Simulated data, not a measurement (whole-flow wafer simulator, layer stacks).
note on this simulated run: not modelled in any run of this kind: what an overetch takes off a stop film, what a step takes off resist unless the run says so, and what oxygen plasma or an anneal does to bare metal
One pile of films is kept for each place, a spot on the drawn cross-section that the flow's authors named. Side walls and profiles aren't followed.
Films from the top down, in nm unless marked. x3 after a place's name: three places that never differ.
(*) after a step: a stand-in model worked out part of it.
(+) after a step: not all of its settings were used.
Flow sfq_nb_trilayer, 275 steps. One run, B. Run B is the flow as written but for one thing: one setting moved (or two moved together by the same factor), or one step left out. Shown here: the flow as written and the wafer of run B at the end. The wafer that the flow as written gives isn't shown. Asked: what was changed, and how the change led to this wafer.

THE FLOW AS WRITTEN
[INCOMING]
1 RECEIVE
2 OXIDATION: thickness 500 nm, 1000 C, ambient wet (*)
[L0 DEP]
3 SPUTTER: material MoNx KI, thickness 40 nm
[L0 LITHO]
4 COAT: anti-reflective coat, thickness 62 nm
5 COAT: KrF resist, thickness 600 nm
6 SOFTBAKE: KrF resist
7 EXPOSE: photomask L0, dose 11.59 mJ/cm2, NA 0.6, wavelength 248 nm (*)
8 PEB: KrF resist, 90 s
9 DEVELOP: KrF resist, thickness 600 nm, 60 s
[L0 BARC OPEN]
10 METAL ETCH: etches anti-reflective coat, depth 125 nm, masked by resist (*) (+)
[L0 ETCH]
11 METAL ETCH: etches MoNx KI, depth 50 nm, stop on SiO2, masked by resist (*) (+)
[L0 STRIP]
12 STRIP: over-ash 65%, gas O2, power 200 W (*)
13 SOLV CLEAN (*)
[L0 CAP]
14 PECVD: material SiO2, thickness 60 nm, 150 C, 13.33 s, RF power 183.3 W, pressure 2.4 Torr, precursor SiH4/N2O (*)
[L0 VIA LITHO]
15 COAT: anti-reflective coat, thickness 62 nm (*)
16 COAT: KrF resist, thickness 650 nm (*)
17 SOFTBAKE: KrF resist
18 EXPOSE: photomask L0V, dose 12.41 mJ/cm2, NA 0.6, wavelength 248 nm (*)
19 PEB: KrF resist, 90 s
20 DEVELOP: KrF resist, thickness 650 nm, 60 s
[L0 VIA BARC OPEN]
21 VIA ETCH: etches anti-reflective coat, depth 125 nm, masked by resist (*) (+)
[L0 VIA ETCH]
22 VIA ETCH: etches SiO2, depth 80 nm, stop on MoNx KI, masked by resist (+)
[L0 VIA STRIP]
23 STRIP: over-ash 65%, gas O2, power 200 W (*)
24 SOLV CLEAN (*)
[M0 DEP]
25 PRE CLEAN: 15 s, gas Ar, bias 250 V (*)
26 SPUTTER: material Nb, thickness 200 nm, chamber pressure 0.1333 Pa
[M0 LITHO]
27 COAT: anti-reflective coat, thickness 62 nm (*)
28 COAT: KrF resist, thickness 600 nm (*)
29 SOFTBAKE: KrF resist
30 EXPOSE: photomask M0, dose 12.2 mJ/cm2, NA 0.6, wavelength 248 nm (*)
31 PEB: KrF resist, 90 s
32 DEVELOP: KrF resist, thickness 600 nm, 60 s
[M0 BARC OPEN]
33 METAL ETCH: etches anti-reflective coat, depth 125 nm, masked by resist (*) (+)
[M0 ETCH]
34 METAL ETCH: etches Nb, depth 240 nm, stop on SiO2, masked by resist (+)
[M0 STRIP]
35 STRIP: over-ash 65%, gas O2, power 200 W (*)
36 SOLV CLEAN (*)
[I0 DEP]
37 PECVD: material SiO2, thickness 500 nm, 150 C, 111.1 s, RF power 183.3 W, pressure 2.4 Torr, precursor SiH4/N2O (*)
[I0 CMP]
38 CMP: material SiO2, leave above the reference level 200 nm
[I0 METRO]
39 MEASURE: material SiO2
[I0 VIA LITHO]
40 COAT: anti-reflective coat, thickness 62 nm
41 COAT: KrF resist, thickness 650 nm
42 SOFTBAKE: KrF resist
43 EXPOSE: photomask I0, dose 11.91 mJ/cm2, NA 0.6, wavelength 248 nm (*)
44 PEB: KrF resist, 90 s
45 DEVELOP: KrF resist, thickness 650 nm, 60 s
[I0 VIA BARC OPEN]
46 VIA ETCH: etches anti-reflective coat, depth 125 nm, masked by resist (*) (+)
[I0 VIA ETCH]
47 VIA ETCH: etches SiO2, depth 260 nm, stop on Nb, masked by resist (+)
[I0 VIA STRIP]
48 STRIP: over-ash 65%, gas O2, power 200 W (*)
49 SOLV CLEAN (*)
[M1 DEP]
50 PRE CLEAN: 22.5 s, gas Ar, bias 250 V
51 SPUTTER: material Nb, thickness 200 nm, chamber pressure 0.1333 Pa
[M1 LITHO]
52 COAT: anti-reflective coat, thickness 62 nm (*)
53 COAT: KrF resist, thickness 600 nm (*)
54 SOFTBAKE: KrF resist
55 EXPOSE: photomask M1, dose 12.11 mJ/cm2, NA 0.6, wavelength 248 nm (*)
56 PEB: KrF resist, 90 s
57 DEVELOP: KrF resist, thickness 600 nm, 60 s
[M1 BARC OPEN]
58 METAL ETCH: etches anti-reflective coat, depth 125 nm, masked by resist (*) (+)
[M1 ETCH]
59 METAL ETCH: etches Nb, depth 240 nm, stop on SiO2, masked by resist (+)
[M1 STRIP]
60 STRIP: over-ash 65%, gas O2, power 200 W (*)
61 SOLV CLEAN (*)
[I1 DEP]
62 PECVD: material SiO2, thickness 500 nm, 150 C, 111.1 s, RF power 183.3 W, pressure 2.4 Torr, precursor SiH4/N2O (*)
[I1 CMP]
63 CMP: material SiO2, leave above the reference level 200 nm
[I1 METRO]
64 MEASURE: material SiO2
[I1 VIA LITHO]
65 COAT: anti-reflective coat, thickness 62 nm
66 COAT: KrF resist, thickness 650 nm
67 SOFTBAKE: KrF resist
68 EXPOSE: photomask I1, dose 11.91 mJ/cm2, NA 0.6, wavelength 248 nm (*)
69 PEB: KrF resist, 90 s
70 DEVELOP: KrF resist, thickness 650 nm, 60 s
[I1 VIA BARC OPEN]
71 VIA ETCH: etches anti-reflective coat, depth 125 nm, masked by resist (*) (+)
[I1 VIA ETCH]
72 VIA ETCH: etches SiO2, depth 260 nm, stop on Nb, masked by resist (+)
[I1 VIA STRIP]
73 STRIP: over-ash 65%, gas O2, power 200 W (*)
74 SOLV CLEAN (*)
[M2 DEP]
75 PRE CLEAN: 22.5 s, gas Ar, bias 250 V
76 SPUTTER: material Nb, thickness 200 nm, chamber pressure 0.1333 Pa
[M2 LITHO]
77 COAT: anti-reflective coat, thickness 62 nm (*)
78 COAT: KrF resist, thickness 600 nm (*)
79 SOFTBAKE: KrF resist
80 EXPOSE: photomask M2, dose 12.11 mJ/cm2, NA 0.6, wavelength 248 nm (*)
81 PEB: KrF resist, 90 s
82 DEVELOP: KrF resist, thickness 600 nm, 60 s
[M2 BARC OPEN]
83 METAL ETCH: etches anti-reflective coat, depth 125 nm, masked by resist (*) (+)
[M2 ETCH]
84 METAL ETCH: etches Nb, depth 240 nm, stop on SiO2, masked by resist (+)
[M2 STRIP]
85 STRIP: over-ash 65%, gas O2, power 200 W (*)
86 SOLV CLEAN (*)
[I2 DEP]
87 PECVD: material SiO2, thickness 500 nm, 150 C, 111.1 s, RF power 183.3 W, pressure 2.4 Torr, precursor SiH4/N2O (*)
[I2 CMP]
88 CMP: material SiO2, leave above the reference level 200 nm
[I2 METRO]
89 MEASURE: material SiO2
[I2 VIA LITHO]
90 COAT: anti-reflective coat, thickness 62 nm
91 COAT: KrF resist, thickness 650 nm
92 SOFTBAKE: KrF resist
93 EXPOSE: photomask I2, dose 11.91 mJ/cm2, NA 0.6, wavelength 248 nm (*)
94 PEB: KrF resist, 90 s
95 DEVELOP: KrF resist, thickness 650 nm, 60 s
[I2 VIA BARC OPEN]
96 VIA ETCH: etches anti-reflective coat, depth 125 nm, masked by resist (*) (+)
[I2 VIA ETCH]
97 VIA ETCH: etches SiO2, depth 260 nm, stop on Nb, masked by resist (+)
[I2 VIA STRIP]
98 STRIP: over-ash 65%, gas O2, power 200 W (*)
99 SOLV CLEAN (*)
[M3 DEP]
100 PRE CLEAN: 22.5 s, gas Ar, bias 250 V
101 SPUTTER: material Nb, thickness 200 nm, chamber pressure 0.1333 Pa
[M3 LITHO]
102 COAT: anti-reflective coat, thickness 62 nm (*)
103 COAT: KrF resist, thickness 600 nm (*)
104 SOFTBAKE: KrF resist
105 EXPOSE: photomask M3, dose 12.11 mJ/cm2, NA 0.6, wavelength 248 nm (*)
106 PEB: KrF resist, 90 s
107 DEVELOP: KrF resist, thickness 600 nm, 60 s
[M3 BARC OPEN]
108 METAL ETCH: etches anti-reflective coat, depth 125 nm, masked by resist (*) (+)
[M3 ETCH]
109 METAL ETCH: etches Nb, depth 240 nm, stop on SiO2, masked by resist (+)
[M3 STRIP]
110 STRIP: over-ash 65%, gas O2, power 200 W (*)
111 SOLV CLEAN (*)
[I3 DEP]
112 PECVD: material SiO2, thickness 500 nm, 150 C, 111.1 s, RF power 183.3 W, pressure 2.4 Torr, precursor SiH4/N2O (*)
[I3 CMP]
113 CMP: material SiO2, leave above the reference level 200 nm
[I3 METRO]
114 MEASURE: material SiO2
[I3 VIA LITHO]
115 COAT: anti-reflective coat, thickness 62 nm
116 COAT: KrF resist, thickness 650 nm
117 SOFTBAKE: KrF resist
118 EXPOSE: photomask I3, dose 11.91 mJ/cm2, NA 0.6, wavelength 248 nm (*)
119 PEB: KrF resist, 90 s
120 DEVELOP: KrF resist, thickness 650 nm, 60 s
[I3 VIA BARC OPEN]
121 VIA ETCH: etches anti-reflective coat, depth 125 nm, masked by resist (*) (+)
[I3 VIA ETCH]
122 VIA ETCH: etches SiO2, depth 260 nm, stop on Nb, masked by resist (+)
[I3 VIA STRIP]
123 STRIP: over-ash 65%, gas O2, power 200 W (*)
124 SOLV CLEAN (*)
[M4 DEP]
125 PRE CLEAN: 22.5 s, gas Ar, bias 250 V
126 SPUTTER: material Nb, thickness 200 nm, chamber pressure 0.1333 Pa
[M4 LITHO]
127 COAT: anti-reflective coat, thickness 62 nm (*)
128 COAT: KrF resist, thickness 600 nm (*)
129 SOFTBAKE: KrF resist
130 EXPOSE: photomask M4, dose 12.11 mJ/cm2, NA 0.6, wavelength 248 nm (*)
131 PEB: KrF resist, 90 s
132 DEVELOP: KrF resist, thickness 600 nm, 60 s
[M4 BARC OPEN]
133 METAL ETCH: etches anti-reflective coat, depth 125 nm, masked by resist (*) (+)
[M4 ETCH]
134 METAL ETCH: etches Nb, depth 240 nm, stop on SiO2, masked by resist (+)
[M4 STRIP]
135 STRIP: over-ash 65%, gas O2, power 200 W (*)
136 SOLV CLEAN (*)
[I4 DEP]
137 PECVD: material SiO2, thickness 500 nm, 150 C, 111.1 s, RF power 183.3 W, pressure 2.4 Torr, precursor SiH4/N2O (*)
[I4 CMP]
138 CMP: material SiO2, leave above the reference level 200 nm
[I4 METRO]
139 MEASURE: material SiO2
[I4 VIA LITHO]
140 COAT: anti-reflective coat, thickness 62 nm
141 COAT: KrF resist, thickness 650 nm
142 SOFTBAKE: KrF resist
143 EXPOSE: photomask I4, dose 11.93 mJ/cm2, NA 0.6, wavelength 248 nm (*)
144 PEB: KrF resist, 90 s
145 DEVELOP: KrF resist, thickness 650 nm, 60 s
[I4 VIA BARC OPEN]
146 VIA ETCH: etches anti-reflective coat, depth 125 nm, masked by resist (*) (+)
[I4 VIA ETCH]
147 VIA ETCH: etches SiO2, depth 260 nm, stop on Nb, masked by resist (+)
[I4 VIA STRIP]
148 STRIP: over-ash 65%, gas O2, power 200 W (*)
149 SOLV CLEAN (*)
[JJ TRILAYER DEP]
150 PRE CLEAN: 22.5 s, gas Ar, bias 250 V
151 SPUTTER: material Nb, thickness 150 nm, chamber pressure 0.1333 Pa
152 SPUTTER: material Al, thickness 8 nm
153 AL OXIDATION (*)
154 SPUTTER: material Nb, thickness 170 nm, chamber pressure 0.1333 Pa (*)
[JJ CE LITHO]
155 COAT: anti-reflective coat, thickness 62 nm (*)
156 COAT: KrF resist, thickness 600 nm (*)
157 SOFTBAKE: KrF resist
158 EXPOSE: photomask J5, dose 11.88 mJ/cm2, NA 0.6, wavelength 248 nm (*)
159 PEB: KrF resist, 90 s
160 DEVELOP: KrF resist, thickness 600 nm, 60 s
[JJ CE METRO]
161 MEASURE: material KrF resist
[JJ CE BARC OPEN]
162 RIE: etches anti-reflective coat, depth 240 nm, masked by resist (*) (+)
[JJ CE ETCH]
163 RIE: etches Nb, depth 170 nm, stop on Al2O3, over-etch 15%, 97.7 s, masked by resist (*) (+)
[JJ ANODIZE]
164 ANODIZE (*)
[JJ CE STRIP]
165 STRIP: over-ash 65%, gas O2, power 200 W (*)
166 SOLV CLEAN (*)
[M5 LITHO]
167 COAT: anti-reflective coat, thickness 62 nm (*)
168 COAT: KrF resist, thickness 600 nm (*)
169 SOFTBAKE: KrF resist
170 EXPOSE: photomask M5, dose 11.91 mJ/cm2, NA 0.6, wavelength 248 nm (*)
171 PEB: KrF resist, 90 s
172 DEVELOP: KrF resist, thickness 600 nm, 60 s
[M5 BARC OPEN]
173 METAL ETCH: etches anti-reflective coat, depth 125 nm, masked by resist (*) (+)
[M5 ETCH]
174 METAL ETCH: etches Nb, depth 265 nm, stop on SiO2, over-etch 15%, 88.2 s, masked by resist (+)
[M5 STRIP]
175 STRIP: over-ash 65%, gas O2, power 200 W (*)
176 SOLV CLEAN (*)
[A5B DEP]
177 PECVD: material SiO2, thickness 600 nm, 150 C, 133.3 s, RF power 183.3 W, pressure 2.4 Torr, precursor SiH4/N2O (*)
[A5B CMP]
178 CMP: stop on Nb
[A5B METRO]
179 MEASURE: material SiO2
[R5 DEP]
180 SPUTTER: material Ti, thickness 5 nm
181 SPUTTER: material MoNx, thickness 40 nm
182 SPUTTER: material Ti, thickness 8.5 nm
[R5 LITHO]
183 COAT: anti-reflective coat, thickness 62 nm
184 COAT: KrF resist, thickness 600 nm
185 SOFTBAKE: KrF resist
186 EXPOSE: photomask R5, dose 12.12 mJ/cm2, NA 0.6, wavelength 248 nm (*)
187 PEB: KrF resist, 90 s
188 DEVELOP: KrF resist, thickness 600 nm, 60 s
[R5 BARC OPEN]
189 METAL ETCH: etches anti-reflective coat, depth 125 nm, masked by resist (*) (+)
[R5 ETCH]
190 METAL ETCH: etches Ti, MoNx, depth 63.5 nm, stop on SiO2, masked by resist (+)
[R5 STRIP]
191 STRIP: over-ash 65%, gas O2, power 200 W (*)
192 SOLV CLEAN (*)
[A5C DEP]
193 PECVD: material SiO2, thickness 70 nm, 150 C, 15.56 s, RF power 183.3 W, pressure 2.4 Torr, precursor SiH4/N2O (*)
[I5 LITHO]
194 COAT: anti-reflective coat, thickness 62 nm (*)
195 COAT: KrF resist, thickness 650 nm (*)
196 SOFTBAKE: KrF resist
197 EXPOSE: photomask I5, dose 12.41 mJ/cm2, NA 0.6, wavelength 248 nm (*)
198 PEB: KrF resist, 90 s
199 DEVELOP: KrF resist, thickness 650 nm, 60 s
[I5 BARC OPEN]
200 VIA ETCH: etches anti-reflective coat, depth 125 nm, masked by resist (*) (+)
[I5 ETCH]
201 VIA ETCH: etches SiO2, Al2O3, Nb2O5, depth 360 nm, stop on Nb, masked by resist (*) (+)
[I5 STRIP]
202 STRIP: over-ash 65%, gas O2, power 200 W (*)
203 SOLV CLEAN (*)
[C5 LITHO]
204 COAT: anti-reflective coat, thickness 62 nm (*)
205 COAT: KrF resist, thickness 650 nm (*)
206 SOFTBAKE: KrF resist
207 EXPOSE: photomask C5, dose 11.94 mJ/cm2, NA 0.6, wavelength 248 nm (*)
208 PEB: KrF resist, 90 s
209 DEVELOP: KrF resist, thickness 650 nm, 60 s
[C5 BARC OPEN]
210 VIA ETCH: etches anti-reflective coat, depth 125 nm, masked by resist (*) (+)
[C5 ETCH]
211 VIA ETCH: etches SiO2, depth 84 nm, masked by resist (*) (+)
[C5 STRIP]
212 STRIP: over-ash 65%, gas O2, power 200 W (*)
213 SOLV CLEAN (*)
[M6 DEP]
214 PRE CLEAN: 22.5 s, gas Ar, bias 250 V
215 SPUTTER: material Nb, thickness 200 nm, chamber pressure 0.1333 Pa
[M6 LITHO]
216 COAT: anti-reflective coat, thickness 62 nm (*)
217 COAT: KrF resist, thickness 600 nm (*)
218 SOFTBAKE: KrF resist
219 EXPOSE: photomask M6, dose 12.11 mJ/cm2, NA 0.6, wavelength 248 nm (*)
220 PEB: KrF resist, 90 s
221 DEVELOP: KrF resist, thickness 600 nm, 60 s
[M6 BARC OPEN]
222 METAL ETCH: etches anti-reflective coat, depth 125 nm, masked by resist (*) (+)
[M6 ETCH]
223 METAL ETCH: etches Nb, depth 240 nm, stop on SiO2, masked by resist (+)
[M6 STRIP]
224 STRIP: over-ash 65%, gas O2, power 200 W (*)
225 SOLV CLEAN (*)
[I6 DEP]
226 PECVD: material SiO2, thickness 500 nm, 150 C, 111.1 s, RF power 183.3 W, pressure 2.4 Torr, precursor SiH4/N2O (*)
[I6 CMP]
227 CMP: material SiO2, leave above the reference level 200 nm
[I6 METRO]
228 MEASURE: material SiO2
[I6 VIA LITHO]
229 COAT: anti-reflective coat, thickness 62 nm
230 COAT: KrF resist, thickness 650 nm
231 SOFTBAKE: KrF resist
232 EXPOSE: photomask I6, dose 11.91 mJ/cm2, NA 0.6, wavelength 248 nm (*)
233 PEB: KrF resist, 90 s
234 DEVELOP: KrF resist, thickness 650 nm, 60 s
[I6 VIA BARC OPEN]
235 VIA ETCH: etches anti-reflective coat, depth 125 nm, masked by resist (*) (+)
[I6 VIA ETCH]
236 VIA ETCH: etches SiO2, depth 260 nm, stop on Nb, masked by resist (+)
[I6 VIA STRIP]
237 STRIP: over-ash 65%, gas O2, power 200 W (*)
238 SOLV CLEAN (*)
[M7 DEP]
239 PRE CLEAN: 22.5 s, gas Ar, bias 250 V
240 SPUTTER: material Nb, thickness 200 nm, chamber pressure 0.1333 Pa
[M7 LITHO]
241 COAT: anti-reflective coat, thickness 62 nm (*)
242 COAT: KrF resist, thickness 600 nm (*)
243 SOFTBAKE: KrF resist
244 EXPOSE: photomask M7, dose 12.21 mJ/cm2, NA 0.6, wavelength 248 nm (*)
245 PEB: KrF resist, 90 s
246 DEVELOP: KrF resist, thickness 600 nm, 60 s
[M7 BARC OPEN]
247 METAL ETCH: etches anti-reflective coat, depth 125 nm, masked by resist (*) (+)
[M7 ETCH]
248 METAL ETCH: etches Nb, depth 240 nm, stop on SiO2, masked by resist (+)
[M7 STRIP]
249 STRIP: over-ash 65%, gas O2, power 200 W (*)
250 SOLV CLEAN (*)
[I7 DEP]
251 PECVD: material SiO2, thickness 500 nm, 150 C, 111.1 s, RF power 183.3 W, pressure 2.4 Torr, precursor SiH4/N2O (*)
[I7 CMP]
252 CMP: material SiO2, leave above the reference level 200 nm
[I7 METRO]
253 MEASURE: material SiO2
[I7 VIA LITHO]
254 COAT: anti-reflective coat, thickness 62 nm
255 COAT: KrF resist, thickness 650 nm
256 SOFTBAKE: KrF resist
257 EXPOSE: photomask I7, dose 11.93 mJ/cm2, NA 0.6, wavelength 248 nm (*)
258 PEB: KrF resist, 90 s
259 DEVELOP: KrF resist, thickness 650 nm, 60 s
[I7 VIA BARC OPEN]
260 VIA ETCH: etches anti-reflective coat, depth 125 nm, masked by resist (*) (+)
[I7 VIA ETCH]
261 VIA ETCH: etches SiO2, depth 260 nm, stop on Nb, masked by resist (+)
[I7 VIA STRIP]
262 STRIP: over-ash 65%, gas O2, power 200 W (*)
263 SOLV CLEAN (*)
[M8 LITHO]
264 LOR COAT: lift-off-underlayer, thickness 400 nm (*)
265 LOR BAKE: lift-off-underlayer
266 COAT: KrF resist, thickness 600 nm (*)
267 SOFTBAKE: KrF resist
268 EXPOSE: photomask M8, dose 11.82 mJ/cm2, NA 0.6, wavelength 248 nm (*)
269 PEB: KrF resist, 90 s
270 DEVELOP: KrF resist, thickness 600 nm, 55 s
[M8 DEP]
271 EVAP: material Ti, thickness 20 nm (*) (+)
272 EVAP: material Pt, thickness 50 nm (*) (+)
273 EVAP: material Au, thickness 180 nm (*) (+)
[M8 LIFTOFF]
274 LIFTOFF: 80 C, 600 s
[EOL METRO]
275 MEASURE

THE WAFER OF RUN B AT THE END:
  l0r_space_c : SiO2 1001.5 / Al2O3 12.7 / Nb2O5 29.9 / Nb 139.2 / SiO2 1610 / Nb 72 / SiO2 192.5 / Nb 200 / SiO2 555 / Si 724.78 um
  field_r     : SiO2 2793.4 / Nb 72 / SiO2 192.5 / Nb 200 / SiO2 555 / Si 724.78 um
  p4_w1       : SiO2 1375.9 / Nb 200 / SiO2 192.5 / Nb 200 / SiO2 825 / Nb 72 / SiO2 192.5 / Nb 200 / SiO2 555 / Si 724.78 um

The cause: step 51, SPUTTER: thickness 312 nm was run, where the flow has thickness 200 nm.

How the change led to this, step by step:
  51 SPUTTER: material Nb, thickness 200 nm, chamber pressure 0.1333 Pa
      field_l, v_sur, via_wl and 102 more: Nb +312 (new film) (as written it would be: Nb +200 (new film))
      via_w: Nb +274.1 (as written it would be: Nb +174.5)
  52 COAT: anti-reflective coat, thickness 62 nm (*)
      via_wr: anti-reflective coat +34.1 (new film) (as written it would be: anti-reflective coat +34.9 (new film))
  59 METAL ETCH: etches Nb, depth 240 nm, stop on SiO2, masked by resist (+)
      field_l, be, be_sur and 79 more: Nb -240 (as written it would be: Nb -200 (all of it))
  60 STRIP: over-ash 65%, gas O2, power 200 W (*)
      via_wr: KrF resist -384 (all of it), anti-reflective coat -34.1 (all of it) (as written it would be: KrF resist -384.4 (all of it), anti-reflective coat -34.9 (all of it))
  62 PECVD: material SiO2, thickness 500 nm, 150 C, 111.1 s, RF power 183.3 W, pressure 2.4 Torr, precursor SiH4/N2O (*)
      field_l, be, be_sur and 72 more: SiO2 +500 (new film) (as written it would be: SiO2 +500)
      lsp_m, ln_m6, lsp_r, l0_sur, l0v: SiO2 +493.9 (new film) (as written it would be: SiO2 +494.9)
      (and at 2 more places)
  63 CMP: material SiO2, leave above the reference level 200 nm
      field_l, be, be_sur and 72 more: SiO2 -60 (as written it would be: SiO2 -100)
      lsp_m, ln_m6, lsp_r, l0_sur, l0v: SiO2 -53.9 (as written it would be: SiO2 -94.9)
      (and at 1 more place)
Counting metal films that touch as one body, l0r_space_c has 3 bodies (between them, from the top down: SiO2 1610; SiO2 192.5); the flow as written gives 2 bodies (between them, from the top down: SiO2 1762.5).
Counting metal films that touch as one body, field_r has 2 bodies (between them, from the top down: SiO2 192.5); the flow as written gives 1 body.
Counting metal films that touch as one body, p4_w1 has 4 bodies (between them, from the top down: SiO2 192.5; SiO2 825; SiO2 192.5); the flow as written gives 3 bodies (between them, from the top down: SiO2 192.5; SiO2 977.5).
